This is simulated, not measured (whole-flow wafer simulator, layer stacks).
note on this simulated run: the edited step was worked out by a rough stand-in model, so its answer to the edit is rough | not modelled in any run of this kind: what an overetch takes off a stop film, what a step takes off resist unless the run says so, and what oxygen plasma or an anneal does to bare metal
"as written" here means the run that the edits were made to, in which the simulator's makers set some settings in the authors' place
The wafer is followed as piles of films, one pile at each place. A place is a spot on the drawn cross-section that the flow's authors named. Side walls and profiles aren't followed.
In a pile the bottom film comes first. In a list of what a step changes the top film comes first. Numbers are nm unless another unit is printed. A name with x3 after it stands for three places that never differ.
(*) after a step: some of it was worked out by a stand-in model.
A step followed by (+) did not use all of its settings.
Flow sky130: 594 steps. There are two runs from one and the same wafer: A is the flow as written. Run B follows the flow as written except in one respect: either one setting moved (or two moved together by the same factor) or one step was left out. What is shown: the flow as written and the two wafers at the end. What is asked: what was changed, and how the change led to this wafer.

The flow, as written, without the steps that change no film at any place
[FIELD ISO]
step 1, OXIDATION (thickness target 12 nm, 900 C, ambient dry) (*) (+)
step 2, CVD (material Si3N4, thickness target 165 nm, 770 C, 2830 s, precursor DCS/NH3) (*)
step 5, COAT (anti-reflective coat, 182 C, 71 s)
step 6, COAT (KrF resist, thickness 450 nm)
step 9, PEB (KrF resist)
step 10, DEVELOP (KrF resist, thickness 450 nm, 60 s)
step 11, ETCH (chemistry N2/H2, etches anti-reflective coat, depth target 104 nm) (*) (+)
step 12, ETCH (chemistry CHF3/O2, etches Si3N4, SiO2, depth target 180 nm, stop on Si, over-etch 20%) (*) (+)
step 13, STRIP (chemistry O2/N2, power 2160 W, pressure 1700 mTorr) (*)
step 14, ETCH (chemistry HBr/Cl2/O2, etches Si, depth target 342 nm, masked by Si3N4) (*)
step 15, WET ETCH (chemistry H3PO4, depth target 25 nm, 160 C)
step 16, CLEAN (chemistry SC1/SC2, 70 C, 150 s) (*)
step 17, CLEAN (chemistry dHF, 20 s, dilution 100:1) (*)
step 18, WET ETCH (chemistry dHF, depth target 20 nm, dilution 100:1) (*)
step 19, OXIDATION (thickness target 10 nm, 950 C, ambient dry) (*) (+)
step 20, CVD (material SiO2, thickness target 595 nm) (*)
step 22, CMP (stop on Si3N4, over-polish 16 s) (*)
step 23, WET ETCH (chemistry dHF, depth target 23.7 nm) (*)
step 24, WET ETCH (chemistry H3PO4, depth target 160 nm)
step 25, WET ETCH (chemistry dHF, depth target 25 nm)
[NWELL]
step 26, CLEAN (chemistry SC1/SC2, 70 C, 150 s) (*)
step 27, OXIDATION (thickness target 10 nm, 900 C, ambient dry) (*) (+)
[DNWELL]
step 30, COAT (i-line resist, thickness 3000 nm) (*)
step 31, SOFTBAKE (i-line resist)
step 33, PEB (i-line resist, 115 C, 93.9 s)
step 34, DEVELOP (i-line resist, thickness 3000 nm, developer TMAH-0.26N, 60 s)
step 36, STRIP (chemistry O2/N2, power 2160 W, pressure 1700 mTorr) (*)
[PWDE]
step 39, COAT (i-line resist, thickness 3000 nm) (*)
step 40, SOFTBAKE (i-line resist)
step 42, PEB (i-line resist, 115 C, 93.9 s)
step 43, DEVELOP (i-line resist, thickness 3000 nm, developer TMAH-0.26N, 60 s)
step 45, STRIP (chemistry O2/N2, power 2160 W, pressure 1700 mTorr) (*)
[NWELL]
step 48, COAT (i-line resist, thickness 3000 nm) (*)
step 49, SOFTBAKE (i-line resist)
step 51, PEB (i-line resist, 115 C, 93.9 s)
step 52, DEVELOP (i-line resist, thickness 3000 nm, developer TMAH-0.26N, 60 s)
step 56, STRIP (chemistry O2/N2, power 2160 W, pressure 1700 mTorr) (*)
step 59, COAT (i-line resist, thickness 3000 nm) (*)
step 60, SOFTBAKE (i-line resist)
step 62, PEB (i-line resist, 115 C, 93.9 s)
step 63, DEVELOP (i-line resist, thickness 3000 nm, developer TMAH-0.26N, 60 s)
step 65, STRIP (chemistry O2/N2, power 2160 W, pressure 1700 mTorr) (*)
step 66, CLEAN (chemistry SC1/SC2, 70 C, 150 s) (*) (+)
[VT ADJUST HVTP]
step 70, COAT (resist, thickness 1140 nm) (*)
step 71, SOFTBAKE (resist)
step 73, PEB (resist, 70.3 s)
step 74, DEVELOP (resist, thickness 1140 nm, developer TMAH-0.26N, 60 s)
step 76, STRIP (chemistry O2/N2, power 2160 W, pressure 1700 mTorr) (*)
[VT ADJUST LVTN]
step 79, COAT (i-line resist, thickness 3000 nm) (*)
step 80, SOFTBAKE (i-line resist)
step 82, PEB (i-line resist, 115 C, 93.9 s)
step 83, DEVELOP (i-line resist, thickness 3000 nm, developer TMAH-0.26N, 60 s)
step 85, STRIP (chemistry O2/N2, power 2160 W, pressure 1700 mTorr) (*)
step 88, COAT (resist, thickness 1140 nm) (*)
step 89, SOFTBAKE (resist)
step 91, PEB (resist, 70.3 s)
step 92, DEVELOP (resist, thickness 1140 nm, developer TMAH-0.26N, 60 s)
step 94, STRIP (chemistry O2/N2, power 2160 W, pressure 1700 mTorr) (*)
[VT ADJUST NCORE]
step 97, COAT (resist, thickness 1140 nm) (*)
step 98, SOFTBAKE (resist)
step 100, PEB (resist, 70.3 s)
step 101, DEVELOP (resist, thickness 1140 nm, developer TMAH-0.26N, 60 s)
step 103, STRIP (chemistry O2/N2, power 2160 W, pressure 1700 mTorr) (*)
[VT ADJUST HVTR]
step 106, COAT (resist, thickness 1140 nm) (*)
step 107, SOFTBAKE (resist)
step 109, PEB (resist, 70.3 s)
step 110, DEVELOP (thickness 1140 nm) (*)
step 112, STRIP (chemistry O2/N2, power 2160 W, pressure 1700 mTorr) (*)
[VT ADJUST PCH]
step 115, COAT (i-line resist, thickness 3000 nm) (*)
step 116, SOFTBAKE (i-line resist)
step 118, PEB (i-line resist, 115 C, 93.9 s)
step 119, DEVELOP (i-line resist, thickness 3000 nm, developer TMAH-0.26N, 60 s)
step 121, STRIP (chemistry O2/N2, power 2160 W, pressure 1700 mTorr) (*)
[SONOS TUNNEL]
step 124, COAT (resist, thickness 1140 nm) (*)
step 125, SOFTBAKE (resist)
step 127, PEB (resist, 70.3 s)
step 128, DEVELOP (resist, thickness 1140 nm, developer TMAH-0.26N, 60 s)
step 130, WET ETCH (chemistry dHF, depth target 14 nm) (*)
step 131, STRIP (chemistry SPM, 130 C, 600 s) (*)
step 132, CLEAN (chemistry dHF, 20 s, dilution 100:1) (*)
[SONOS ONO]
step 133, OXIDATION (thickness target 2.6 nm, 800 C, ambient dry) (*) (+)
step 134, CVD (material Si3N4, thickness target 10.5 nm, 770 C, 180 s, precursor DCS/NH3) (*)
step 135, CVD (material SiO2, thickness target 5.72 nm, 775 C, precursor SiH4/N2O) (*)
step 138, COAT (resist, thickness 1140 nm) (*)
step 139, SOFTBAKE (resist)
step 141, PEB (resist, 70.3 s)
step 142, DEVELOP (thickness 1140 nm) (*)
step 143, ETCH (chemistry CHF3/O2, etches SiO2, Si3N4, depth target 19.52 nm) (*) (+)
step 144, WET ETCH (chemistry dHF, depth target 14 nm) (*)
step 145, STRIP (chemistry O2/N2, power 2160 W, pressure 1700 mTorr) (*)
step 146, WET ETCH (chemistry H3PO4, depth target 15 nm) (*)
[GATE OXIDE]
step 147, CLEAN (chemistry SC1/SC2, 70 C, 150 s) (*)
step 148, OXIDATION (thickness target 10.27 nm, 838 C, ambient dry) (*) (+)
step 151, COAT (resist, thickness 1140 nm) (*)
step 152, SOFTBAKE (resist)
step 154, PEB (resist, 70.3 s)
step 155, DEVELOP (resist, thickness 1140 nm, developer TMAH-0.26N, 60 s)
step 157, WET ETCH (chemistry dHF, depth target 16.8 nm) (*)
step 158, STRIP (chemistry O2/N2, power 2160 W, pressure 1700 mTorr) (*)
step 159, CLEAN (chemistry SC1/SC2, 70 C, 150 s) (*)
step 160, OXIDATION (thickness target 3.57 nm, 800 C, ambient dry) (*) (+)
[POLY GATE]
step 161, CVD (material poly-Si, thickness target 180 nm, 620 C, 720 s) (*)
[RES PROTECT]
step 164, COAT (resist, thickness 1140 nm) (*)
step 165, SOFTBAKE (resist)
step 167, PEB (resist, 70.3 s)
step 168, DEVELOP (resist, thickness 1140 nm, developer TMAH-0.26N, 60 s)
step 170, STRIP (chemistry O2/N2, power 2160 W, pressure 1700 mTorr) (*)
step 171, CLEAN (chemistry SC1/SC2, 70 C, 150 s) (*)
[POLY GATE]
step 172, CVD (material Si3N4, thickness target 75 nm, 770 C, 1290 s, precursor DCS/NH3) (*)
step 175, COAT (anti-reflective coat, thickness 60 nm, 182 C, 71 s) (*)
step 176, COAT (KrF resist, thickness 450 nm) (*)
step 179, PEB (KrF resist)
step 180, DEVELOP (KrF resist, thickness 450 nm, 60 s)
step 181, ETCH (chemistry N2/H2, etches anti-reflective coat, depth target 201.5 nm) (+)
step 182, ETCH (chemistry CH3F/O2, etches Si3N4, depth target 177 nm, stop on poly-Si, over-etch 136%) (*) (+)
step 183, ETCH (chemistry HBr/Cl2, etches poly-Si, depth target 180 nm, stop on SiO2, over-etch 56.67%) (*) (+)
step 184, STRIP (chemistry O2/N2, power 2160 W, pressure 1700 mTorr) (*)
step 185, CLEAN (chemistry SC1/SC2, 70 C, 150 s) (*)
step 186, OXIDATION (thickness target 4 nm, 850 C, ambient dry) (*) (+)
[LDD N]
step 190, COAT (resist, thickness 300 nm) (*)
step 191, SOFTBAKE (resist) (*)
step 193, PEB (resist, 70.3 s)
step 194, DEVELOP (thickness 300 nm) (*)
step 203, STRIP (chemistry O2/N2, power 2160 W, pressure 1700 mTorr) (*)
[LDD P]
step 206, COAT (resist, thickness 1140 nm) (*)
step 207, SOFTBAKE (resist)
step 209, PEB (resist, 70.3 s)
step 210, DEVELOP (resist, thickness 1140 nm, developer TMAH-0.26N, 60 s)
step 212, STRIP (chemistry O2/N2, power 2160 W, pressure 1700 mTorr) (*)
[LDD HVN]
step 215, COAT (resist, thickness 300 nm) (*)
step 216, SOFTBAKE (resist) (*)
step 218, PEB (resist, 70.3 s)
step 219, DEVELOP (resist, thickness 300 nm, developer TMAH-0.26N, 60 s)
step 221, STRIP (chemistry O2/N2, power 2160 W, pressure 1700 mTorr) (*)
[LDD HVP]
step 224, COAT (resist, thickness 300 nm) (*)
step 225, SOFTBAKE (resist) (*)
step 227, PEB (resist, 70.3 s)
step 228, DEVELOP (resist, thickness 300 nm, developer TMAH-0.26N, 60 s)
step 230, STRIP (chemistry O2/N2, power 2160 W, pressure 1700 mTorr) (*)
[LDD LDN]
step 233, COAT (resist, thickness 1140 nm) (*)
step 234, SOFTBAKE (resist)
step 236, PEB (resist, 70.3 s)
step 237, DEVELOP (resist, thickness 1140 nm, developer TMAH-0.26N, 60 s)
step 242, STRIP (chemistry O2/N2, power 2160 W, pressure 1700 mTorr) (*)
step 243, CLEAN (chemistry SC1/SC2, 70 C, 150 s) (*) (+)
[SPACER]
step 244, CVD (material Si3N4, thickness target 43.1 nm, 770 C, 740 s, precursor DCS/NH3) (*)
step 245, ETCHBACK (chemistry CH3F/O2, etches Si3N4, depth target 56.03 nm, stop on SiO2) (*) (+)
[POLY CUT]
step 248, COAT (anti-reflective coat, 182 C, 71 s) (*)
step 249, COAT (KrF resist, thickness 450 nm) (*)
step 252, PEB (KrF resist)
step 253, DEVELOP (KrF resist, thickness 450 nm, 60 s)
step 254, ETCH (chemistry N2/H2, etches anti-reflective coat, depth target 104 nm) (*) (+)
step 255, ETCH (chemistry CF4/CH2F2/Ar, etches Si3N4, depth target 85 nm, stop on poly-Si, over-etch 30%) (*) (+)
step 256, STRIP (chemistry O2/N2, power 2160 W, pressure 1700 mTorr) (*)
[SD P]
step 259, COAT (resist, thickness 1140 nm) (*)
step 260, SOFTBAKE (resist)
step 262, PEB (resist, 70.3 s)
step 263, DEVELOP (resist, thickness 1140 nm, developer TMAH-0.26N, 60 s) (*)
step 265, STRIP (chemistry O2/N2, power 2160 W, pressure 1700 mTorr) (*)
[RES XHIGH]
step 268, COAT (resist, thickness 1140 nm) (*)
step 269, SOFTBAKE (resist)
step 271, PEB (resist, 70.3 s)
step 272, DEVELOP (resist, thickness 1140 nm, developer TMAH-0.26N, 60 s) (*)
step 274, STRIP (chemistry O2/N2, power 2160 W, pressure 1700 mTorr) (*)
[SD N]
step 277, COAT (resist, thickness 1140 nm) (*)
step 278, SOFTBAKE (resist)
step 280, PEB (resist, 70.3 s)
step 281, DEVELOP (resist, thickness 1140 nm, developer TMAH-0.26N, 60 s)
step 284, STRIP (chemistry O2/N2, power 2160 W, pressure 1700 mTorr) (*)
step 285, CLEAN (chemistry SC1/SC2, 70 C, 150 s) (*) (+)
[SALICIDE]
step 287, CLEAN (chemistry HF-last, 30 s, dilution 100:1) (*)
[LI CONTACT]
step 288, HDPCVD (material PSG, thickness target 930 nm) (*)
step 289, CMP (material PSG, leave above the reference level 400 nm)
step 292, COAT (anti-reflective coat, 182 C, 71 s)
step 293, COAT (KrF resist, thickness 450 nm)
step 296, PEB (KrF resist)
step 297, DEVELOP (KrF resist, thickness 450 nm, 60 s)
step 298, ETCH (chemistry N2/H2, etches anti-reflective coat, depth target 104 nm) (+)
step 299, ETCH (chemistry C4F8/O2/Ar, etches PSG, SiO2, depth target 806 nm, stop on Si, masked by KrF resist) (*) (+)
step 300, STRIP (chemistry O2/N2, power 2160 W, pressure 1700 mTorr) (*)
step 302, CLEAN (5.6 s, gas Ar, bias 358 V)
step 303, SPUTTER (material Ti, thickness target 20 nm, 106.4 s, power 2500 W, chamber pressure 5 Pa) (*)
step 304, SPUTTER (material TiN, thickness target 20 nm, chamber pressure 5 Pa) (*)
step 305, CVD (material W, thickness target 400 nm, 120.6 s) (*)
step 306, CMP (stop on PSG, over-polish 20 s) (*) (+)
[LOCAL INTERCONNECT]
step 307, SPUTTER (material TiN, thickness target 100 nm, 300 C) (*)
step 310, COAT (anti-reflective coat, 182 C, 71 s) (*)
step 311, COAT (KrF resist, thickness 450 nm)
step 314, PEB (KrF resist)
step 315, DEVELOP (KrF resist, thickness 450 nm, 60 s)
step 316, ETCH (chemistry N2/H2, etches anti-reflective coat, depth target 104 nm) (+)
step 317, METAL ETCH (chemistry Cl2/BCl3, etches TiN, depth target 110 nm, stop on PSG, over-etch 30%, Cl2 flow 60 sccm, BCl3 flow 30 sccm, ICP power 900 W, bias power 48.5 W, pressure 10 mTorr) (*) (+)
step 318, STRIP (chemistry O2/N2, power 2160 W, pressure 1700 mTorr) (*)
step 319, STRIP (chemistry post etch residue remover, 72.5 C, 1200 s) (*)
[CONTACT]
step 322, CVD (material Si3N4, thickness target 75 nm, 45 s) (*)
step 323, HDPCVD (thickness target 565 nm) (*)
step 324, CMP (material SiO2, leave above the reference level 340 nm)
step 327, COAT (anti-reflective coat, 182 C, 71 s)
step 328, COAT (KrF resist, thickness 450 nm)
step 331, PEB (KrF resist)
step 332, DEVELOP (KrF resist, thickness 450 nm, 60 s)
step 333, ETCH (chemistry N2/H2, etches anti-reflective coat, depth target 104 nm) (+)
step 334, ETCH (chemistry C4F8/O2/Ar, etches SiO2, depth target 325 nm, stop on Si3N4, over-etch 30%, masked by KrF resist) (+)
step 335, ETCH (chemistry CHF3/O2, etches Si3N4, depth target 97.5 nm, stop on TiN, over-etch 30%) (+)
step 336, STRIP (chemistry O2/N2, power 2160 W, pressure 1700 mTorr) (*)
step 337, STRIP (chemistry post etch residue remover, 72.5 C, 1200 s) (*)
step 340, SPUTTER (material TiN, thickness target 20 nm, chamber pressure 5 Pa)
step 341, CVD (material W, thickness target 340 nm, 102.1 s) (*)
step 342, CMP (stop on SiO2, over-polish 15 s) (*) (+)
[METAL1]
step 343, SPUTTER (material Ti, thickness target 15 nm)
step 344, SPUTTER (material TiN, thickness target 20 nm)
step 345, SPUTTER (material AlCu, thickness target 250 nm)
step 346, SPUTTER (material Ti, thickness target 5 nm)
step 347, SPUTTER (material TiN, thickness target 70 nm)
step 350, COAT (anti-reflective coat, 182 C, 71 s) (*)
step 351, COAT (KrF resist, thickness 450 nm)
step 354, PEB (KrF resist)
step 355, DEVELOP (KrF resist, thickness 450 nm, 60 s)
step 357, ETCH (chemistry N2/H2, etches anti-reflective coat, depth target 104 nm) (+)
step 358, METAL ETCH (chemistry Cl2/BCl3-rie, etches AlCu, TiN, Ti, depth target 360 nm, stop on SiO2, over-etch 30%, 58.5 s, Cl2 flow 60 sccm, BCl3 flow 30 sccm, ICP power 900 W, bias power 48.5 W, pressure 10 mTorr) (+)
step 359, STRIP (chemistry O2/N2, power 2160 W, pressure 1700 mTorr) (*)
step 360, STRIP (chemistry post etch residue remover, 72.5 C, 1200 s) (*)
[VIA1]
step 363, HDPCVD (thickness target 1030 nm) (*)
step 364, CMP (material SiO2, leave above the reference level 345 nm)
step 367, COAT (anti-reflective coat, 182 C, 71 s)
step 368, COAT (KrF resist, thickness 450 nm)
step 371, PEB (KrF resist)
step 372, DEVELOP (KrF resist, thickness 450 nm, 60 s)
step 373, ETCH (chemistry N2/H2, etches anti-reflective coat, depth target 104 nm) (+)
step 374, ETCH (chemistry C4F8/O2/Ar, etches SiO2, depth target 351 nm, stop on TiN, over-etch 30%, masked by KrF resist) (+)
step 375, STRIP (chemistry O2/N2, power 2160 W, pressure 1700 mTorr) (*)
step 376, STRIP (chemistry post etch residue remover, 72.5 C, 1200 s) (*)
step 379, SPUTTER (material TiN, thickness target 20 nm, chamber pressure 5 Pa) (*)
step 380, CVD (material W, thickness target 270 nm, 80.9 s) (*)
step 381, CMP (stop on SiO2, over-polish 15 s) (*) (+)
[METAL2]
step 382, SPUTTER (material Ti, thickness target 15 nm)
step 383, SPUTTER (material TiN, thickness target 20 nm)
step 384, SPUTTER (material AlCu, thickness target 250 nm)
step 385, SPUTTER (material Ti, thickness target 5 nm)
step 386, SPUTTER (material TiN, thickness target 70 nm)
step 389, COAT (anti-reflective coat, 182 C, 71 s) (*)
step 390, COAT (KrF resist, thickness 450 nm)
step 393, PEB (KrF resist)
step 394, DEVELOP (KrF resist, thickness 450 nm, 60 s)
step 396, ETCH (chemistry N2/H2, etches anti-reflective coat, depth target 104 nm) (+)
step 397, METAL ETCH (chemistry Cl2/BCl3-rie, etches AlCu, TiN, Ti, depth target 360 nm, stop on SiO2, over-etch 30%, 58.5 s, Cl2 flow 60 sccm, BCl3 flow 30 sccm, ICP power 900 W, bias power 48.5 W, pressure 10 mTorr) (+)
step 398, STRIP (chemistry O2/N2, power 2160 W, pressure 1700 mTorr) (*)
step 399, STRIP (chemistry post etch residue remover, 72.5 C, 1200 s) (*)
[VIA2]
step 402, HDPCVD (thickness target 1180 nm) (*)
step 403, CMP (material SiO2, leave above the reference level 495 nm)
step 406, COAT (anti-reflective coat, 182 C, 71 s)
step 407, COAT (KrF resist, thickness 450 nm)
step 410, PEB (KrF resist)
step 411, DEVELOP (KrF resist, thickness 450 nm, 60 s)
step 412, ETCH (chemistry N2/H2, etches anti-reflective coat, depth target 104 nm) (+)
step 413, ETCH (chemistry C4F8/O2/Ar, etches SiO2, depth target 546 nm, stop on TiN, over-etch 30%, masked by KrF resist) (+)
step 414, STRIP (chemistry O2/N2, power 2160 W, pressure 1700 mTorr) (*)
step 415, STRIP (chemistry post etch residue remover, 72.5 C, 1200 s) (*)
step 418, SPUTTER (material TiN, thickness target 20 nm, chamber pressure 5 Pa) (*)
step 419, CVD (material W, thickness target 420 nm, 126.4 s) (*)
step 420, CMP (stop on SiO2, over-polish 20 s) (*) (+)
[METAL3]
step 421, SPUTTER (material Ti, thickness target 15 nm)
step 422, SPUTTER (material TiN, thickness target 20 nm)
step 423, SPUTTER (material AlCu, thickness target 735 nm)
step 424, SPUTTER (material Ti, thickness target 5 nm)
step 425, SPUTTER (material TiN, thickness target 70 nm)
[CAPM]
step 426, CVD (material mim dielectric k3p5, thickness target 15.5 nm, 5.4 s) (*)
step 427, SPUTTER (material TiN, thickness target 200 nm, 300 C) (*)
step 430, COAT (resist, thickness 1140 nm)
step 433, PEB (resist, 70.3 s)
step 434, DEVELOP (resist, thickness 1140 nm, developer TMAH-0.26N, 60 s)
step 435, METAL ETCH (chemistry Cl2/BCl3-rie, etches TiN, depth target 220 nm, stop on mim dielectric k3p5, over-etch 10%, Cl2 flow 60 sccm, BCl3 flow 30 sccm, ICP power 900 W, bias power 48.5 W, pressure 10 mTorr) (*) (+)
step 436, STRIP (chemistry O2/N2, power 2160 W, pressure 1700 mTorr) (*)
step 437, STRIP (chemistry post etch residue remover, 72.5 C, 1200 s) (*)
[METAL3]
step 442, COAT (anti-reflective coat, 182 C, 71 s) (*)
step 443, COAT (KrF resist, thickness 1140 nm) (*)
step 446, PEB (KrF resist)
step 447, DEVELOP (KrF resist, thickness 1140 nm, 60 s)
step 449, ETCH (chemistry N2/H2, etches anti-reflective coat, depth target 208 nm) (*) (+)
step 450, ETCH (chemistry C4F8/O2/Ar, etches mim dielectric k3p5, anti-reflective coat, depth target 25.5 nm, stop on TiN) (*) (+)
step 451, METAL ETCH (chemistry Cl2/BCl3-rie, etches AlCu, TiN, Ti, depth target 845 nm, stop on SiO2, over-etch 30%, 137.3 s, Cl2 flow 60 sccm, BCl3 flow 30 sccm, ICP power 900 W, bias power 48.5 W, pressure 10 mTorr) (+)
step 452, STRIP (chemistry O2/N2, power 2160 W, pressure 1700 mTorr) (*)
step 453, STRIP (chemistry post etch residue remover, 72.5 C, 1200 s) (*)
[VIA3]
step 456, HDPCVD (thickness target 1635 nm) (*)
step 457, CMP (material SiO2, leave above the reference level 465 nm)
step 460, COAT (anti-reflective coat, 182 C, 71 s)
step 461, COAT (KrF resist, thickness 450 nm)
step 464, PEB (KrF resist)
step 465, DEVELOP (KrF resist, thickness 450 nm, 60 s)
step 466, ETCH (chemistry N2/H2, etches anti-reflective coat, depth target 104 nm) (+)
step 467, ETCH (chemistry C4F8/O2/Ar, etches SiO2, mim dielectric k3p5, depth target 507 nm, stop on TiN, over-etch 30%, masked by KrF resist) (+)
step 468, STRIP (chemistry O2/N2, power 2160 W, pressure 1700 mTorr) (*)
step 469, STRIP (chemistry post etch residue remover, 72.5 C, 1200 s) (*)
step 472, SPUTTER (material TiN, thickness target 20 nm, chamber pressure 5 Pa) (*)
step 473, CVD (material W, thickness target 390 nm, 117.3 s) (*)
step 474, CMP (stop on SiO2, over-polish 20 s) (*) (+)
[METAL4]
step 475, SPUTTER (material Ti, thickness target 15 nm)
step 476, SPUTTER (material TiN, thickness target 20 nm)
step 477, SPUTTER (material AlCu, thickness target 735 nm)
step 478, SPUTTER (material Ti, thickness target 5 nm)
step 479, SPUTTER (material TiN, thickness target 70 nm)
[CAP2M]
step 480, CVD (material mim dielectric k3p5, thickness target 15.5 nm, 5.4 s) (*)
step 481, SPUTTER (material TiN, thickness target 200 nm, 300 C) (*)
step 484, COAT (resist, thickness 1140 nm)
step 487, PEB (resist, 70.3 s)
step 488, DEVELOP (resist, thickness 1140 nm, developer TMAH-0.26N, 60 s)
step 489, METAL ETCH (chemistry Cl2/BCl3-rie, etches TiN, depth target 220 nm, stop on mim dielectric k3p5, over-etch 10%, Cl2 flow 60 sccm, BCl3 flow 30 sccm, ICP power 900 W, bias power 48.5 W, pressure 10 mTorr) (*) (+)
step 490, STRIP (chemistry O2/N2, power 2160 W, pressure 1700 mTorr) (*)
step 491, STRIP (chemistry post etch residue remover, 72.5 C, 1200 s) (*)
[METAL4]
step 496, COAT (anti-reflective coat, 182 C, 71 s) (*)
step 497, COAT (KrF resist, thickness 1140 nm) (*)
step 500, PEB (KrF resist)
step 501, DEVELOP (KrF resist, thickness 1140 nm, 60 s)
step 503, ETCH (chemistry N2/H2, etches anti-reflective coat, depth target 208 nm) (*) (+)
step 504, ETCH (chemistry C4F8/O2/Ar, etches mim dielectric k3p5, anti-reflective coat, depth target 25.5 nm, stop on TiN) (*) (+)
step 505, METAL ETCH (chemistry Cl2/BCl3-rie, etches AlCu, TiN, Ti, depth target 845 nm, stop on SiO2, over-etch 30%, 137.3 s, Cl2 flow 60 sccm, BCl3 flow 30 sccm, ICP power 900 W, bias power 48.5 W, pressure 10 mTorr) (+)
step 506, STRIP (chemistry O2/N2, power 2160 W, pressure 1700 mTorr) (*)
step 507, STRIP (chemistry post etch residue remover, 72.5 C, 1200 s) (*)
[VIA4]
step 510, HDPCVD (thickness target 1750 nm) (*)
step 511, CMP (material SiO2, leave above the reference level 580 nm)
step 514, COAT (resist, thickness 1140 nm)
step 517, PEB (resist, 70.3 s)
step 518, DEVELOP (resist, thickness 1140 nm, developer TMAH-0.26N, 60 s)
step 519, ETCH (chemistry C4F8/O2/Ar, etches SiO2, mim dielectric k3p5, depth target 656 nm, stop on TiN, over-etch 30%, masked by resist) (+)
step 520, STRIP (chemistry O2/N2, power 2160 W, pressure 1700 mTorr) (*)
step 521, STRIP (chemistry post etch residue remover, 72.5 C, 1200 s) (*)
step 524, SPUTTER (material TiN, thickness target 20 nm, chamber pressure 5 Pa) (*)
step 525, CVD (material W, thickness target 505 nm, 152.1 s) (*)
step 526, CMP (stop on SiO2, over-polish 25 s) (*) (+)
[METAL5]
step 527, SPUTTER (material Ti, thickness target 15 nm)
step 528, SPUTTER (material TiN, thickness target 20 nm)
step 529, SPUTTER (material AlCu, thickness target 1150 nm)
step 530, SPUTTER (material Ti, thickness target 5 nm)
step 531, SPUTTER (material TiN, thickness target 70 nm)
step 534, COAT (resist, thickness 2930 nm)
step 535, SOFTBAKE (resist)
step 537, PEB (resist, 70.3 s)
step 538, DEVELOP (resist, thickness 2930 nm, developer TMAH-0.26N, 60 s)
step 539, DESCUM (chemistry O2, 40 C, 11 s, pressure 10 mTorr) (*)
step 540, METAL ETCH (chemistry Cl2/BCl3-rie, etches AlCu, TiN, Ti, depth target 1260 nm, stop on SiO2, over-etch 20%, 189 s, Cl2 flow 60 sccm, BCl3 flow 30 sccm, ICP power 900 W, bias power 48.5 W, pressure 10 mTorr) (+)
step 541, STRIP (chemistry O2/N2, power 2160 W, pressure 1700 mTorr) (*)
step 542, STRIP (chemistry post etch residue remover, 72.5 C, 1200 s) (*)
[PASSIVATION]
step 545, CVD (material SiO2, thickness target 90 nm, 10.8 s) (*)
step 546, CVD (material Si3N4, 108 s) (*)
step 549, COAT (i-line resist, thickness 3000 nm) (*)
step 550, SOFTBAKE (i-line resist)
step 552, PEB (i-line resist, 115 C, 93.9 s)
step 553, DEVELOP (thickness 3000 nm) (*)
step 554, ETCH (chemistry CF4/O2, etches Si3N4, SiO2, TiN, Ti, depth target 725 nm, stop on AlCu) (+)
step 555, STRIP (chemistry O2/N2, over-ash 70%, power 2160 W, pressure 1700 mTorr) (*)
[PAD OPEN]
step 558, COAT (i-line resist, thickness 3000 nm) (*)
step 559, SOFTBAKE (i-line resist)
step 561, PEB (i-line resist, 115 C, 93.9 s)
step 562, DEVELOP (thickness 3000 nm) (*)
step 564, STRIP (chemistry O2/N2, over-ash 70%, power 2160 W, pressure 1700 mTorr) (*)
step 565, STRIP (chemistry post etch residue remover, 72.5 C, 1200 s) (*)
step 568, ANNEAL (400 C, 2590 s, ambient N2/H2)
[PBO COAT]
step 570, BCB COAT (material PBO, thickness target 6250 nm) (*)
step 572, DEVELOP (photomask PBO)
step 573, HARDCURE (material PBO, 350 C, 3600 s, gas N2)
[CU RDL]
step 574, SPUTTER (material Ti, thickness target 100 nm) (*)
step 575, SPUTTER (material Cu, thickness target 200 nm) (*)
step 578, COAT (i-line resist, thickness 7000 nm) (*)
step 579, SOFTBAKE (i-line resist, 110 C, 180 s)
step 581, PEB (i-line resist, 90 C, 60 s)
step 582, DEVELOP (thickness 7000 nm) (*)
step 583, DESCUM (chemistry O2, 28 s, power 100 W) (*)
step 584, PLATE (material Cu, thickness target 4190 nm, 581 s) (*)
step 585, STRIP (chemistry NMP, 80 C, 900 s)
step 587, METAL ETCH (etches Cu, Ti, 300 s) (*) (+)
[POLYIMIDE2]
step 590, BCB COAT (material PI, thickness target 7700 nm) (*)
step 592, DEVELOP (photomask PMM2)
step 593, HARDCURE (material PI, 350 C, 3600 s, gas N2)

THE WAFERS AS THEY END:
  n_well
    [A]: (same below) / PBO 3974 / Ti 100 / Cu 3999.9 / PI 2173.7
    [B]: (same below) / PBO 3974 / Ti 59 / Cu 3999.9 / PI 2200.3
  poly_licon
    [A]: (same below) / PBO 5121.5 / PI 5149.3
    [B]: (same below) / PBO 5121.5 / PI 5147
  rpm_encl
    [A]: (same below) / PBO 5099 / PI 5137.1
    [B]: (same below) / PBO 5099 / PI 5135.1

Cause: step 574, SPUTTER: thickness target 59 nm was run, whereas the flow has thickness target 100 nm.
The wafer lets one read it off: n_well has Ti 59, and step 574 as written asks for 100 nm.

The path from the change to this, step by step:
  step 574, SPUTTER (material Ti, thickness target 100 nm) (*)
      field, active, n_well and 190 more: A Ti gains 100 (new film) | B Ti gains 59 (new film)
  step 587, METAL ETCH (etches Cu, Ti, 300 s) (*) (+)
      field, active, gate and 167 more: A Cu loses 200 (all of it), Ti loses 100 (all of it) | B Cu loses 200 (all of it), Ti loses 59 (all of it)
  step 590, BCB COAT (material PI, thickness target 7700 nm) (*)
      de16_gate_nw: A PI gains 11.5 um (new film) | B PI gains 11.47 um (new film)
